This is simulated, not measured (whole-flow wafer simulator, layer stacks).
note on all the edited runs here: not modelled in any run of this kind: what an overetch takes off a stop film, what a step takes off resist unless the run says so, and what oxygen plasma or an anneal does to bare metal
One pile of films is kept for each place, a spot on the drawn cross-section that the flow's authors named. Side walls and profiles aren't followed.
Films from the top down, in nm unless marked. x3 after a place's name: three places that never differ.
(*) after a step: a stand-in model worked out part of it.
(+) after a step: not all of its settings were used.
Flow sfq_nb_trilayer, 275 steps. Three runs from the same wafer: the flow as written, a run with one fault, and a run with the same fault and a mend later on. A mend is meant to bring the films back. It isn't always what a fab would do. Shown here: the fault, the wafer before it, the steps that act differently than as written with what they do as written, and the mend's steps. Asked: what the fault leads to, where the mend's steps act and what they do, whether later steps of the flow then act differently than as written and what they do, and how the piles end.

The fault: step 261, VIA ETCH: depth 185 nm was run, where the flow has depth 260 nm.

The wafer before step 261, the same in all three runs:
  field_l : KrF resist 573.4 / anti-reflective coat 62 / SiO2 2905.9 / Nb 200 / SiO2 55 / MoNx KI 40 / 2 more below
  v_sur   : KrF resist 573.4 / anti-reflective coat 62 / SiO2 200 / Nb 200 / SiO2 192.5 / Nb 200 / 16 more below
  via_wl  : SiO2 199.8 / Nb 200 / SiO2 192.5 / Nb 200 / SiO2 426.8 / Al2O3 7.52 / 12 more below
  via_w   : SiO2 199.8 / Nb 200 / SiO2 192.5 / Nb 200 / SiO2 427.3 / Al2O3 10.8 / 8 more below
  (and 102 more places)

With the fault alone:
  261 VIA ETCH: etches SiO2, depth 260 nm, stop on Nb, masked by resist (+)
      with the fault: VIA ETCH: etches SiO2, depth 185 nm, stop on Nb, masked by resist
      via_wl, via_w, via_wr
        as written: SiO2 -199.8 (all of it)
        with the fault: SiO2 -185
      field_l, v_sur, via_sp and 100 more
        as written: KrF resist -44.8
        with the fault: KrF resist -31.9
  Later steps of the flow that act differently than as written (3 more steps differ only slightly, by at most 2% or 0.5 nm, whichever is larger, and aren't shown):
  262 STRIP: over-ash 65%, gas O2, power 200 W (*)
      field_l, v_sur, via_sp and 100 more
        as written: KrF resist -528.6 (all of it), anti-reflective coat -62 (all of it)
        with the fault: KrF resist -541.5 (all of it), anti-reflective coat -62 (all of it)
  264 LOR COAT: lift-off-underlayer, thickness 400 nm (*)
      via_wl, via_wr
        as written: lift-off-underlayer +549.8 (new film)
        with the fault: lift-off-underlayer +538.7 (new film)
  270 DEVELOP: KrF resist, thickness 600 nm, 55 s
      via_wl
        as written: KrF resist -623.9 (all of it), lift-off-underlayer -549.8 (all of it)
        with the fault: KrF resist -622 (all of it), lift-off-underlayer -538.7 (all of it)
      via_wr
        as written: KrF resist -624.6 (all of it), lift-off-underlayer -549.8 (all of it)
        with the fault: KrF resist -622.7 (all of it), lift-off-underlayer -538.7 (all of it)
  At the end the piles differ from the flow's by more than 2% or 0.5 nm, whichever is larger, at via_wl, via_w, via_wr.
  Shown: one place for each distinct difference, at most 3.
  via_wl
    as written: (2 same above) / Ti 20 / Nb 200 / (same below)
    with the fault: (2 same above) / Ti 20 / SiO2 14.8 / Nb 200 / (same below)

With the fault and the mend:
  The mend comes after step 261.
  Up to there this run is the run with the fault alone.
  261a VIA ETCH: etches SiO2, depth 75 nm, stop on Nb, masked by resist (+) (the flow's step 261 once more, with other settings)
      field_l, v_sur, via_sp and 100 more
        KrF resist -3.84
      via_wl, via_w, via_wr
        SiO2 -14.8 (all of it)
  No later step of the flow acts differently than as written, at any place that is followed, by more than 2% or 0.5 nm, whichever is larger.
  At the end the piles are the same as the flow's at every place that both follow.
